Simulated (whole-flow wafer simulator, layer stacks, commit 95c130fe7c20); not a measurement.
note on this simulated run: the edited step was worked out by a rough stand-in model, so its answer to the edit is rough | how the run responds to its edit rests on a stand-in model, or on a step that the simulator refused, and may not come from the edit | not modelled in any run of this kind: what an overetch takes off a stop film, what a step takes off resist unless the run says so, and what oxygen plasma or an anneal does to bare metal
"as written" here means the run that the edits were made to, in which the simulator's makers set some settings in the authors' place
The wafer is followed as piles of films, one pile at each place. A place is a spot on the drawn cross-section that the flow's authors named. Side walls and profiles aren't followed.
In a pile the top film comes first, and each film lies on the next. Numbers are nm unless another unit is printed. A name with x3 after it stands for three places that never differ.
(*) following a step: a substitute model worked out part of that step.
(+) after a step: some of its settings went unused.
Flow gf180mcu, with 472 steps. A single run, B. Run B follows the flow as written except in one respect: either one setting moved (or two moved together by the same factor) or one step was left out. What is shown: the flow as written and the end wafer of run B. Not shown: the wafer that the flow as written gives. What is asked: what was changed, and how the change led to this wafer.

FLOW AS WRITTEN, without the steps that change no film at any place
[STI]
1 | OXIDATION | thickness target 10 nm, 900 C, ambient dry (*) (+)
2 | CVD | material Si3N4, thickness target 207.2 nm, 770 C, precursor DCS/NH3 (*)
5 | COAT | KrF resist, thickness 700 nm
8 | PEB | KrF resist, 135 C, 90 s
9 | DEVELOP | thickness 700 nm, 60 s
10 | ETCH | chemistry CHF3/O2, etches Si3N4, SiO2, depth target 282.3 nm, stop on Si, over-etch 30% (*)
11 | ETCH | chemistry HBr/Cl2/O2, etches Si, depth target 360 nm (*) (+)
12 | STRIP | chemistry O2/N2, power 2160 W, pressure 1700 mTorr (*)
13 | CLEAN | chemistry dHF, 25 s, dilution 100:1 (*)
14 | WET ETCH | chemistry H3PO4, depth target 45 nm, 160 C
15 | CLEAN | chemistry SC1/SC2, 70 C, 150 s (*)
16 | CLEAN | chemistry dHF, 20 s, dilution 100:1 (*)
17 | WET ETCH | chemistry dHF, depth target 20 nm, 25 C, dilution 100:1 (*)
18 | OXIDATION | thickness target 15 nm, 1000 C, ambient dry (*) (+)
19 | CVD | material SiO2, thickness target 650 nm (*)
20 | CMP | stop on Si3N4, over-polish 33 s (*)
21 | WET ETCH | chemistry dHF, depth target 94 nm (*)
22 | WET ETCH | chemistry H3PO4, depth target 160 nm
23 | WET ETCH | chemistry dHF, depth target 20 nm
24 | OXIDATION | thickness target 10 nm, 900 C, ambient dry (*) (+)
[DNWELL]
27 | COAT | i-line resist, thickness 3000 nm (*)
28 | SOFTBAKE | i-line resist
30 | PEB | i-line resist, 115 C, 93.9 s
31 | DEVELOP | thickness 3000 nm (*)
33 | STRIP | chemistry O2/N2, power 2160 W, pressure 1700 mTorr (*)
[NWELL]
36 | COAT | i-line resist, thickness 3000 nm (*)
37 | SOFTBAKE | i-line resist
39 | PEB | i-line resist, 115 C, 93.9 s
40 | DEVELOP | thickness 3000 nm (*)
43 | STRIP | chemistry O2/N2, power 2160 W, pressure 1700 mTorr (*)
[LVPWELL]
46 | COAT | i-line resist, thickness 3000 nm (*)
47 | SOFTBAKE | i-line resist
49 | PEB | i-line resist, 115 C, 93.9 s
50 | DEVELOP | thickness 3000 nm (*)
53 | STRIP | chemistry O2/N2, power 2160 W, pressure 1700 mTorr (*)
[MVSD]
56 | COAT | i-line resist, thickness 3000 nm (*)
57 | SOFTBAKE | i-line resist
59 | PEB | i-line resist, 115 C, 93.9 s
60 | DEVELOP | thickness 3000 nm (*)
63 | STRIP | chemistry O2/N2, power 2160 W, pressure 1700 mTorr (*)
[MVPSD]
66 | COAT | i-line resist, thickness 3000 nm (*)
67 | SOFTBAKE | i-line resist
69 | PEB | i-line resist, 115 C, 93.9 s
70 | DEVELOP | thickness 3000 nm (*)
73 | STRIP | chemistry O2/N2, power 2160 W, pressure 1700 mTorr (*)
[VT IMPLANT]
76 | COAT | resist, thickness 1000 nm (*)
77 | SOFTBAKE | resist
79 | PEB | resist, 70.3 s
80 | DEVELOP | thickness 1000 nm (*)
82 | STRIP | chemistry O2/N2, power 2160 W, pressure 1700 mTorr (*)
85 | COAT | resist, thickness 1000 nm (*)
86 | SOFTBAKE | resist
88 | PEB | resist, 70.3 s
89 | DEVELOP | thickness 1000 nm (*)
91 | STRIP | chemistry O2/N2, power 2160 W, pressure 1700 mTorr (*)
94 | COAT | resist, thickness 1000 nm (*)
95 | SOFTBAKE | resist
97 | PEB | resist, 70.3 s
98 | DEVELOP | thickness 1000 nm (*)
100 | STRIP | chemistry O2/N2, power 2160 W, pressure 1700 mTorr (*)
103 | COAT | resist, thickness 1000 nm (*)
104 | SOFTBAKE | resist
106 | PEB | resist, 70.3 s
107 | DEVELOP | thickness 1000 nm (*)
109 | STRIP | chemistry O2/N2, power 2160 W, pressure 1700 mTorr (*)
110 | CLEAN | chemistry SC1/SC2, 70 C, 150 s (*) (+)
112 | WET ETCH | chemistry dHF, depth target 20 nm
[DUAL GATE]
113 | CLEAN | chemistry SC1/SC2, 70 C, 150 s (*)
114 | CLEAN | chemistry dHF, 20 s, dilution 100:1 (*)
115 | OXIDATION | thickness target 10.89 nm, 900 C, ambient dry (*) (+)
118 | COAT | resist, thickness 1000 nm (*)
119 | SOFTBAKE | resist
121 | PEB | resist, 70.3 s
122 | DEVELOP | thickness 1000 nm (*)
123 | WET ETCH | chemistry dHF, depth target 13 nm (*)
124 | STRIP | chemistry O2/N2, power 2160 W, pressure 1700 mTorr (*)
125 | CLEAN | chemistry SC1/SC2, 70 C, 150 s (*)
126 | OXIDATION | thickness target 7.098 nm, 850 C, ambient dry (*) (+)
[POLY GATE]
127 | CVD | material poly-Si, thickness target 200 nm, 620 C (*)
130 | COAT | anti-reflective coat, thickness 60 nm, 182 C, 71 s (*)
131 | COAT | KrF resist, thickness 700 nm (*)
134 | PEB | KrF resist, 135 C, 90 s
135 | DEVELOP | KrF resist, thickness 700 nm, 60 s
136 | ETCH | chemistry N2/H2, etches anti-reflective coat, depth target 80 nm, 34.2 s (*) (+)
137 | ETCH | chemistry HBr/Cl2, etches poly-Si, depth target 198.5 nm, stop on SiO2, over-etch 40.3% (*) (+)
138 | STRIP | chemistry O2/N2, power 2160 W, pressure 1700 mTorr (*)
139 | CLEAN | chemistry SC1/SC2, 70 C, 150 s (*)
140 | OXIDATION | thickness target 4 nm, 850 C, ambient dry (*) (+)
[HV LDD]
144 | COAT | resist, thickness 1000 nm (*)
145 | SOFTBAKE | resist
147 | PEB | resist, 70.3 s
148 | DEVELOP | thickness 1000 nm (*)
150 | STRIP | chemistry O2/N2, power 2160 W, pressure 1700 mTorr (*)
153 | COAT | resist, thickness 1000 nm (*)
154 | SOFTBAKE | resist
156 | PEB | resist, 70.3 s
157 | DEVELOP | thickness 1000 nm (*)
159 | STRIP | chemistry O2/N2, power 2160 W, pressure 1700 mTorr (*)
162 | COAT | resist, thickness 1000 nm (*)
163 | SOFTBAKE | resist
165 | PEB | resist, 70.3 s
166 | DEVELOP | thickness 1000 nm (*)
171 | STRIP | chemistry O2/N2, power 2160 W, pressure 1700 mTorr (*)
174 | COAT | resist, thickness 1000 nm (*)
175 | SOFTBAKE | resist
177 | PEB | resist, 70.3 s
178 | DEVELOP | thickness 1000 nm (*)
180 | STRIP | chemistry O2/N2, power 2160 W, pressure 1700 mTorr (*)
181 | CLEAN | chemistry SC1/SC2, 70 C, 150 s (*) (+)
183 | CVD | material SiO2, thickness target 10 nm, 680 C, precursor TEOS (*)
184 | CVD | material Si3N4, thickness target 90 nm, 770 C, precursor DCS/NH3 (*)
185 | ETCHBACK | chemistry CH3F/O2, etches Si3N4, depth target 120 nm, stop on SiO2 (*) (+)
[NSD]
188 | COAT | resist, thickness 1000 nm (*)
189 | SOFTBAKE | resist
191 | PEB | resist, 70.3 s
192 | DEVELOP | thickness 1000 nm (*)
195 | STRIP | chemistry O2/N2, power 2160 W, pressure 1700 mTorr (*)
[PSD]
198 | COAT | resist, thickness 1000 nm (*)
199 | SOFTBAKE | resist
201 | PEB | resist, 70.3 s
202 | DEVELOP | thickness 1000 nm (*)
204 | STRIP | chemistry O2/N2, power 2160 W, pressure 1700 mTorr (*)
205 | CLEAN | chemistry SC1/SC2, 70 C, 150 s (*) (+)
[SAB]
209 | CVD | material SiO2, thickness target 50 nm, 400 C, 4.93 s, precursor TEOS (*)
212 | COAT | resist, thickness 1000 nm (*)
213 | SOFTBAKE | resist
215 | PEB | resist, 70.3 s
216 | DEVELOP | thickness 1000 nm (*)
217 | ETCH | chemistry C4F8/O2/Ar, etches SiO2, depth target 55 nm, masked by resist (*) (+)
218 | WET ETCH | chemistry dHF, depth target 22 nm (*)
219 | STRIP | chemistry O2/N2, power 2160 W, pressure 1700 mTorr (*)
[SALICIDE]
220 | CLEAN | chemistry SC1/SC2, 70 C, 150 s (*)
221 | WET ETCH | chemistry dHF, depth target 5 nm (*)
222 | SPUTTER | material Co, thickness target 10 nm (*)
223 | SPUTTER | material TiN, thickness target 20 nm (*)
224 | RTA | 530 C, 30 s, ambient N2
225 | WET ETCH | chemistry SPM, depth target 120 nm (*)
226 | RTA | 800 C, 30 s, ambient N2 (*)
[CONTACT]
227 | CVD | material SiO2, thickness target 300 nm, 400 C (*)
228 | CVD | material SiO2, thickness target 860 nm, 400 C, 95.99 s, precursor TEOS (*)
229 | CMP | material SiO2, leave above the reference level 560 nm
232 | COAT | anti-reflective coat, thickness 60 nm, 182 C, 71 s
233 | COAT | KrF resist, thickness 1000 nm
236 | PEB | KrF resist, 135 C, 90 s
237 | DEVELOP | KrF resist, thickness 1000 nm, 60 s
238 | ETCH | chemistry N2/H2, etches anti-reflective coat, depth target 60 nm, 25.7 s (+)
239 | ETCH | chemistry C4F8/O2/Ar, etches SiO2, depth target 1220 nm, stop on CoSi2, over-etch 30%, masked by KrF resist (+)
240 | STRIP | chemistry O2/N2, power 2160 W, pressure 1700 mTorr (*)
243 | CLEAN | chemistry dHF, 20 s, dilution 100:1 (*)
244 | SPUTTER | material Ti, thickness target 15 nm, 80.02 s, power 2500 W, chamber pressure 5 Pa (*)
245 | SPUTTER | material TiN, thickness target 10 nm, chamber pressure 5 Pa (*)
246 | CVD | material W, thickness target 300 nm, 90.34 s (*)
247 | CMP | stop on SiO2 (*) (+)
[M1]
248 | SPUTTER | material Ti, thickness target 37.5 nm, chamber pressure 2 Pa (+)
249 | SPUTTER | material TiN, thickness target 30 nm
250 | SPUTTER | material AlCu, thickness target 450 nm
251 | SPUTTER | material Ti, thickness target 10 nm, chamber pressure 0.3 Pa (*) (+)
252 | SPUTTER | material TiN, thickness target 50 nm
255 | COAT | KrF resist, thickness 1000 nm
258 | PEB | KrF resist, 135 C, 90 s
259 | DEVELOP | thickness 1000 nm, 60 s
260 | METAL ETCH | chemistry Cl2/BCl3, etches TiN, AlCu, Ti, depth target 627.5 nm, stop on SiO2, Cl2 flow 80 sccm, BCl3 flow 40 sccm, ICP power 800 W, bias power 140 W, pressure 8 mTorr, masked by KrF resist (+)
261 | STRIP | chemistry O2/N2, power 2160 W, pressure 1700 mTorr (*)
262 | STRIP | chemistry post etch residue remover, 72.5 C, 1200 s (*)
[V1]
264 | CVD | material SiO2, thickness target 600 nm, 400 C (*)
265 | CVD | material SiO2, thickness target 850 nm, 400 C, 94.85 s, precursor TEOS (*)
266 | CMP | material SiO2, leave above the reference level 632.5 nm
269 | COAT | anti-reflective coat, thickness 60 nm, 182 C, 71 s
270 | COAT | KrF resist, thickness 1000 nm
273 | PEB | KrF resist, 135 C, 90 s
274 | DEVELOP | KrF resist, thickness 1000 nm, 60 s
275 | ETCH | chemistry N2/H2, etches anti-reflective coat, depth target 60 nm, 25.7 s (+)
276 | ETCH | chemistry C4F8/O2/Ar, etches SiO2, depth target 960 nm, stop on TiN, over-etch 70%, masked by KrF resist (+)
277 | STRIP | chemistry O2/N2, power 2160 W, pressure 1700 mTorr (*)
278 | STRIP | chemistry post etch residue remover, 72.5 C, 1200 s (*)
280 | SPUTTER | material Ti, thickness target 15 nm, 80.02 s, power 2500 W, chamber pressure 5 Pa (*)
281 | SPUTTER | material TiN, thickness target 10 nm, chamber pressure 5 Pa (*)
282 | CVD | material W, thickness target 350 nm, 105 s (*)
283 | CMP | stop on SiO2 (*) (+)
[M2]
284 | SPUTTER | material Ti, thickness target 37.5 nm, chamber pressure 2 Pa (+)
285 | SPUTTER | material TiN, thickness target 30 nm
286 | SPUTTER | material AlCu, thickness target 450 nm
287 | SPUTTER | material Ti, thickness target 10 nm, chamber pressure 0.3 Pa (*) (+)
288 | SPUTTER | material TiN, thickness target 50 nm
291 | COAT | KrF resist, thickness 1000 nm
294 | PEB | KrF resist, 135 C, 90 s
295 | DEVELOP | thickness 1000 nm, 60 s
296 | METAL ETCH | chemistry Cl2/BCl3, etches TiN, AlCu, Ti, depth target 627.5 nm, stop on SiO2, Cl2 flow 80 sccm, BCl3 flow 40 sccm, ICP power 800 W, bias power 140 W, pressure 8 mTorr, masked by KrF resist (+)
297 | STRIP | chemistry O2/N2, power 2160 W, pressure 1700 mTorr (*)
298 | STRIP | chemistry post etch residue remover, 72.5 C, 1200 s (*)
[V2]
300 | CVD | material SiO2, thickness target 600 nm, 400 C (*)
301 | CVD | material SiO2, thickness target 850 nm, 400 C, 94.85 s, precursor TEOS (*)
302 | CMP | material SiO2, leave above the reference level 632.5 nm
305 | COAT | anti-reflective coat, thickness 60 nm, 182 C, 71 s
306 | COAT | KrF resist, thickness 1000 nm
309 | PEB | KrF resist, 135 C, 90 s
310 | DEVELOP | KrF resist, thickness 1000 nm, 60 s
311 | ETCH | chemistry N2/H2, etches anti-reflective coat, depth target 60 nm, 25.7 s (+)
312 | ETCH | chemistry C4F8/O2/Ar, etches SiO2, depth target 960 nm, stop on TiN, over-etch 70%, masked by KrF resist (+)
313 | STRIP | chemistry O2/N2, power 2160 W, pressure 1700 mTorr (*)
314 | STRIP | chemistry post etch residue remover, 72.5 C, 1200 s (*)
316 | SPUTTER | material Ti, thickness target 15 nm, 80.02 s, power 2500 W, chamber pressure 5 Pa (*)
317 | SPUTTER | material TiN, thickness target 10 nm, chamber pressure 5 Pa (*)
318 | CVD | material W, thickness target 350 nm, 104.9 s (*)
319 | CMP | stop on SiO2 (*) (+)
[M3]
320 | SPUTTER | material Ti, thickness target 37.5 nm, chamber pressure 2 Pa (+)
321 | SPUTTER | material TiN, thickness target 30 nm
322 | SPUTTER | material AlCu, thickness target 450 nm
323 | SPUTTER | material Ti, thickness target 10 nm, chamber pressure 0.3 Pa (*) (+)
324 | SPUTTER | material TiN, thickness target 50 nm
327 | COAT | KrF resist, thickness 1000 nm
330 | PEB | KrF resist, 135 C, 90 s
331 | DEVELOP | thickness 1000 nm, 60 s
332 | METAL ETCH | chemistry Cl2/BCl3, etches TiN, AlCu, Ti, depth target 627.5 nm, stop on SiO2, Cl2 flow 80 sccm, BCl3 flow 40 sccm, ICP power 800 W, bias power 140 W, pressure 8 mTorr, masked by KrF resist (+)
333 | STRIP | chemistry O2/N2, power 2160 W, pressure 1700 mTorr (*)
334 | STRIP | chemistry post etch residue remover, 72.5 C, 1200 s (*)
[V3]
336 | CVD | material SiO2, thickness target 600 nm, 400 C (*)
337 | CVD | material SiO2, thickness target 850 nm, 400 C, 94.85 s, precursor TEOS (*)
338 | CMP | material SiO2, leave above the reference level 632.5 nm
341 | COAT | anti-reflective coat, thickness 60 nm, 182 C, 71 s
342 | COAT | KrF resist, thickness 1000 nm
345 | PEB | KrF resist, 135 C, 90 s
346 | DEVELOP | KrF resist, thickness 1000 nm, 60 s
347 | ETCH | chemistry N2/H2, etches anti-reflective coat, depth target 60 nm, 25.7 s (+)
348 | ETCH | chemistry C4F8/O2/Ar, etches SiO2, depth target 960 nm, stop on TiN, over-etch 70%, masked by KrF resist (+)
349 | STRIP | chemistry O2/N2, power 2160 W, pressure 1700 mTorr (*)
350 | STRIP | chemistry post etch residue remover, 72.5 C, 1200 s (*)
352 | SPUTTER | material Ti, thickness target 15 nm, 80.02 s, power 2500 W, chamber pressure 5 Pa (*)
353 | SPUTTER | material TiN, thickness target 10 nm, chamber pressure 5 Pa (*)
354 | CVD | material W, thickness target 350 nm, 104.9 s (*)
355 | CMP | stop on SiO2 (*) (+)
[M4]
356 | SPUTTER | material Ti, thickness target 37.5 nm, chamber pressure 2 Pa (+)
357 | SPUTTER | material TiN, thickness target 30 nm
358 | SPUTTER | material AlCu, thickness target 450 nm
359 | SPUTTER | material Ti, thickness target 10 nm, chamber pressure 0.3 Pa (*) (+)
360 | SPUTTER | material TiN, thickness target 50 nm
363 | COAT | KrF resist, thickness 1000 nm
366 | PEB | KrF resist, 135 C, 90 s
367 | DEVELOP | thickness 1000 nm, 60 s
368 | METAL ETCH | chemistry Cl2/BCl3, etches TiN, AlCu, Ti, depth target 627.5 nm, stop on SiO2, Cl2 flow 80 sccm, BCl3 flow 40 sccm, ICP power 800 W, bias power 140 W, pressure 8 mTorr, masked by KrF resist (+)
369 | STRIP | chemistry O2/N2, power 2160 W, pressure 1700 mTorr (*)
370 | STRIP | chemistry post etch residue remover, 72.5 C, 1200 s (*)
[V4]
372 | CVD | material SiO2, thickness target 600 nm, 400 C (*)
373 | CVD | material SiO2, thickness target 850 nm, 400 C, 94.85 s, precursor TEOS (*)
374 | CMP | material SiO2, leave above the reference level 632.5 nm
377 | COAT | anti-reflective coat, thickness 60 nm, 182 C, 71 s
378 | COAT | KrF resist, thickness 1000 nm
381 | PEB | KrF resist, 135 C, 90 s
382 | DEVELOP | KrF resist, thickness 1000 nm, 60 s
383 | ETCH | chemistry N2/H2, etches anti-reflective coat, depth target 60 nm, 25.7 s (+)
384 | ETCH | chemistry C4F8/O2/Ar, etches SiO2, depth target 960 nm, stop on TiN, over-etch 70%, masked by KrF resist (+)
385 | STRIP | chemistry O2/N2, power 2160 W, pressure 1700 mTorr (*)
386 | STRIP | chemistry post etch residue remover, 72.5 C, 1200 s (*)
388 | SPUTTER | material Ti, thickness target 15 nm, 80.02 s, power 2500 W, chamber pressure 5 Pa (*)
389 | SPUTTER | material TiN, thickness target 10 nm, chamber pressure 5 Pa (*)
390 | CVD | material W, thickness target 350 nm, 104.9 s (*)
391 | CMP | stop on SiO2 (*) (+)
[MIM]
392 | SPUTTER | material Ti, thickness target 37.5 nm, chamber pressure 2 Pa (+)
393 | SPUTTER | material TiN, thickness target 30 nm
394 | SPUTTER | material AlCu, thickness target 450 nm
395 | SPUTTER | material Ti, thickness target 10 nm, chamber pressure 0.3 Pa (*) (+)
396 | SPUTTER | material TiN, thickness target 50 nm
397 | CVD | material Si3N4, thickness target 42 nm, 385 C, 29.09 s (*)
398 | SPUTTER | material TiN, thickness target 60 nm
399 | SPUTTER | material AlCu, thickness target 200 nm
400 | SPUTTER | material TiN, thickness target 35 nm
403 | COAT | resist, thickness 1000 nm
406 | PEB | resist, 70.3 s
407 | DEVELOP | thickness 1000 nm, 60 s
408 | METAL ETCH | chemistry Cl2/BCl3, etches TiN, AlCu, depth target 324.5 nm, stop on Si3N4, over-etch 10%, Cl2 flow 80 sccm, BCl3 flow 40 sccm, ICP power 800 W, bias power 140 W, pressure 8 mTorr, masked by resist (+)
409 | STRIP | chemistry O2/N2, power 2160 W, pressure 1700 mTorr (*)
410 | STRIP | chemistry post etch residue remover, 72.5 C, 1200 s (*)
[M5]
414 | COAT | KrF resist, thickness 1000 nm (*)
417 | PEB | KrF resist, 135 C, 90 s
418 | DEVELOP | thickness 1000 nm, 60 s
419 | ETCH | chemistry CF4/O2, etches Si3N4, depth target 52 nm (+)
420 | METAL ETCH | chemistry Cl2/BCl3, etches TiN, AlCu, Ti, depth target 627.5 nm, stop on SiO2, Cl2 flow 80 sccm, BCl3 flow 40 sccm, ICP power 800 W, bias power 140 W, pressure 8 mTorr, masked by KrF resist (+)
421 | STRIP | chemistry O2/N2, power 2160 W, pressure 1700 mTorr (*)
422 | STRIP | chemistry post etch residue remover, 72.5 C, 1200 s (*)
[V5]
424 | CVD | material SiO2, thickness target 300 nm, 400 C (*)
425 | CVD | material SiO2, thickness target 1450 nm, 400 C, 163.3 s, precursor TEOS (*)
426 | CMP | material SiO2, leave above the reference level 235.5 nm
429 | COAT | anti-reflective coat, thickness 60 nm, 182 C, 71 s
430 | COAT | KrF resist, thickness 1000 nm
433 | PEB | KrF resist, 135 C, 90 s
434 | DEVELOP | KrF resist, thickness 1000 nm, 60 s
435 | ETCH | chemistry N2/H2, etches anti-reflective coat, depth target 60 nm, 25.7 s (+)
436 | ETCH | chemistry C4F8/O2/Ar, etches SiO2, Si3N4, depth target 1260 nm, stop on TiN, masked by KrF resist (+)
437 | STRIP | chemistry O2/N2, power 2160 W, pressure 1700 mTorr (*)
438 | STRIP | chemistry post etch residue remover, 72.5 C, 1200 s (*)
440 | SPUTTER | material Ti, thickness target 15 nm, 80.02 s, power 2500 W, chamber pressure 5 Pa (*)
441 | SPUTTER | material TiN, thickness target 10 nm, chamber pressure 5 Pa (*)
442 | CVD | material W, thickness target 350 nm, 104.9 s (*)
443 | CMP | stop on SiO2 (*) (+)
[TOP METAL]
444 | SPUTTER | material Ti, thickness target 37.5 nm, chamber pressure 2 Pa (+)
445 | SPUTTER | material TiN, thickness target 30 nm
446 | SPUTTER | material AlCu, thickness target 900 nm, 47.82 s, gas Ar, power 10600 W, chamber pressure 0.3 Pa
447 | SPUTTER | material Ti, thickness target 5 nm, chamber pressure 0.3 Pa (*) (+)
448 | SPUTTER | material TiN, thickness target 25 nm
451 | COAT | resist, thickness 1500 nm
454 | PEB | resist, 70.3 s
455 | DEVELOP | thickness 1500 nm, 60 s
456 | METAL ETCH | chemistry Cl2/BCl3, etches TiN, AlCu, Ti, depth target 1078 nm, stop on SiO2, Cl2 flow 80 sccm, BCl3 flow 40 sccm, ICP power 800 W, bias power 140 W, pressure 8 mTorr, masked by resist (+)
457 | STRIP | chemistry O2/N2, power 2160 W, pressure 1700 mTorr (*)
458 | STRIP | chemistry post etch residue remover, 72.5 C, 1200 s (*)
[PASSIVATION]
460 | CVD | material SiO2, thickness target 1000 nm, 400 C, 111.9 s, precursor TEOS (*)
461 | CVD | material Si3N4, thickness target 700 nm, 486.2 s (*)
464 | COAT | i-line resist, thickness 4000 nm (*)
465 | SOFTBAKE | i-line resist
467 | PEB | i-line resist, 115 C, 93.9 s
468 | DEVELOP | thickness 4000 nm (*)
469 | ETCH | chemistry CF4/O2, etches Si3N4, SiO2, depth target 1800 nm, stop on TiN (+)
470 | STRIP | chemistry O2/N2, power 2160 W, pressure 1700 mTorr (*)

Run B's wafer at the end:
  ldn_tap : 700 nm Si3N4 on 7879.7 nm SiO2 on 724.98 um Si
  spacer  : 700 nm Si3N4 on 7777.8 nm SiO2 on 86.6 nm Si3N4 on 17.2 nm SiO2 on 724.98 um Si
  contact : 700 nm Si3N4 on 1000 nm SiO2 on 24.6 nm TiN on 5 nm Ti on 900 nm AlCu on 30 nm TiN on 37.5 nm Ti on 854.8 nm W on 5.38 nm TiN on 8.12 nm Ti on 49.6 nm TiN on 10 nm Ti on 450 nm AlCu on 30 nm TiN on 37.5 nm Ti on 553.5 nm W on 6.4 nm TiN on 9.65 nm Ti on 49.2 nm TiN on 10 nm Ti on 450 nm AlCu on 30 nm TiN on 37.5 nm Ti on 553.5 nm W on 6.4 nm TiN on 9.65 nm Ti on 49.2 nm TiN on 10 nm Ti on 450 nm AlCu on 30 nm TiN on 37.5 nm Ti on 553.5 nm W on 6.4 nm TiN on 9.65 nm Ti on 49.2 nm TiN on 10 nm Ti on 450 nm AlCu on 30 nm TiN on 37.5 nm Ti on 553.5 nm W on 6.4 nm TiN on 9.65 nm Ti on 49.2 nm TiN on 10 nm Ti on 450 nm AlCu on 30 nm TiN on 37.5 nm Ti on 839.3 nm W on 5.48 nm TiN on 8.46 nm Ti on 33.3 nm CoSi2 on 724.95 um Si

What caused this: step 217, ETCH: depth target 25.8 nm was run, whereas the flow has depth target 55 nm.

Step by step, how the change led to this:
  217 | ETCH | chemistry C4F8/O2/Ar, etches SiO2, depth target 55 nm, masked by resist (*) (+)
      spacer: -25.8 SiO2 (as written it would have been: -50 SiO2 (all of it), -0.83 Si3N4)
      field, field__w1, field__w2 and 96 more: -25.8 SiO2 (as written it would have been: -55 SiO2)
      (as well as at 11 more places)
  218 | WET ETCH | chemistry dHF, depth target 22 nm (*)
      ldn_tap, ldn_src, ldn_drn, ldp_tap, ldp_src, ldp_drn, ldp_gr: -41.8 SiO2 (as written it would have been: -16 SiO2 (all of it))
      ld_drn_n, ld_sd_p: -40.9 SiO2 (as written it would have been: -14.8 SiO2 (all of it))
      (as well as at 91 more places)
  219 | STRIP | chemistry O2/N2, power 2160 W, pressure 1700 mTorr (*)
      active_hv, active_nat, ld_sd_n and 11 more: nothing (as written it would have been: +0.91 chemical SiO2 (new film), -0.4 Si)
  221 | WET ETCH | chemistry dHF, depth target 5 nm (*)
      active_hv, sd_p_hv, ldn_tap and 6 more: -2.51 SiO2 (as written it would have been: -0.76 chemical SiO2 (all of it))
      active_nat: -2.67 SiO2 (all of it) (as written it would have been: -0.76 chemical SiO2 (all of it))
      (as well as at 4 more places)
  223 | SPUTTER | material TiN, thickness target 20 nm (*)
      field__w12: +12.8 TiN (new film) (as written it would have been: +12 TiN (new film))
      ld_sd_n: +16.1 TiN (new film) (as written it would have been: +15.5 TiN (new film))
  224 | RTA | 530 C, 30 s, ambient N2
      ldn_tap, ldn_src, ldn_drn, ldp_tap, ldp_src, ldp_drn, ldp_gr: nothing (as written it would have been: under 1 film: +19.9 CoSi (new film), -10 Co (all of it), -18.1 Si)
  225 | WET ETCH | chemistry SPM, depth target 120 nm (*)
      ldn_tap, ldn_src, ldn_drn, ldp_tap, ldp_src, ldp_drn, ldp_gr: -20 TiN (all of it), -10 Co (all of it) (as written it would have been: -20 TiN (all of it))
      field__w12: -12.8 TiN (all of it), -6.47 Co (all of it) (as written it would have been: -12 TiN (all of it), -6.15 Co (all of it))
      (as well as at 1 more place)
  226 | RTA | 800 C, 30 s, ambient N2 (*)
      ldn_tap, ldn_src, ldn_drn, ldp_tap, ldp_src, ldp_drn, ldp_gr: nothing (as written it would have been: +35 CoSi2 (new film), -19.9 CoSi (all of it), -18.1 Si)
  227 | CVD | material SiO2, thickness target 300 nm, 400 C (*)
      ldn_tap, ldn_src, ldn_drn, ldp_tap, ldp_src, ldp_drn, ldp_gr: +300 SiO2 (as written it would have been: +300 SiO2 (new film))
  229 | CMP | material SiO2, leave above the reference level 560 nm
      ldn_sep__w1, ldn_sep__w2, ldn_dft and 8 more: -321.9 SiO2 (as written it would have been: -311 SiO2)
      sti, mim_1p0, pad, dice_street, iso_nw_fld, iso_fld_sub: -307.7 SiO2 (as written it would have been: -296.8 SiO2)
      (as well as at 34 more places)
Taking metal films that touch as one body, ldn_tap has 0 bodies; the flow as written gives 1 body.
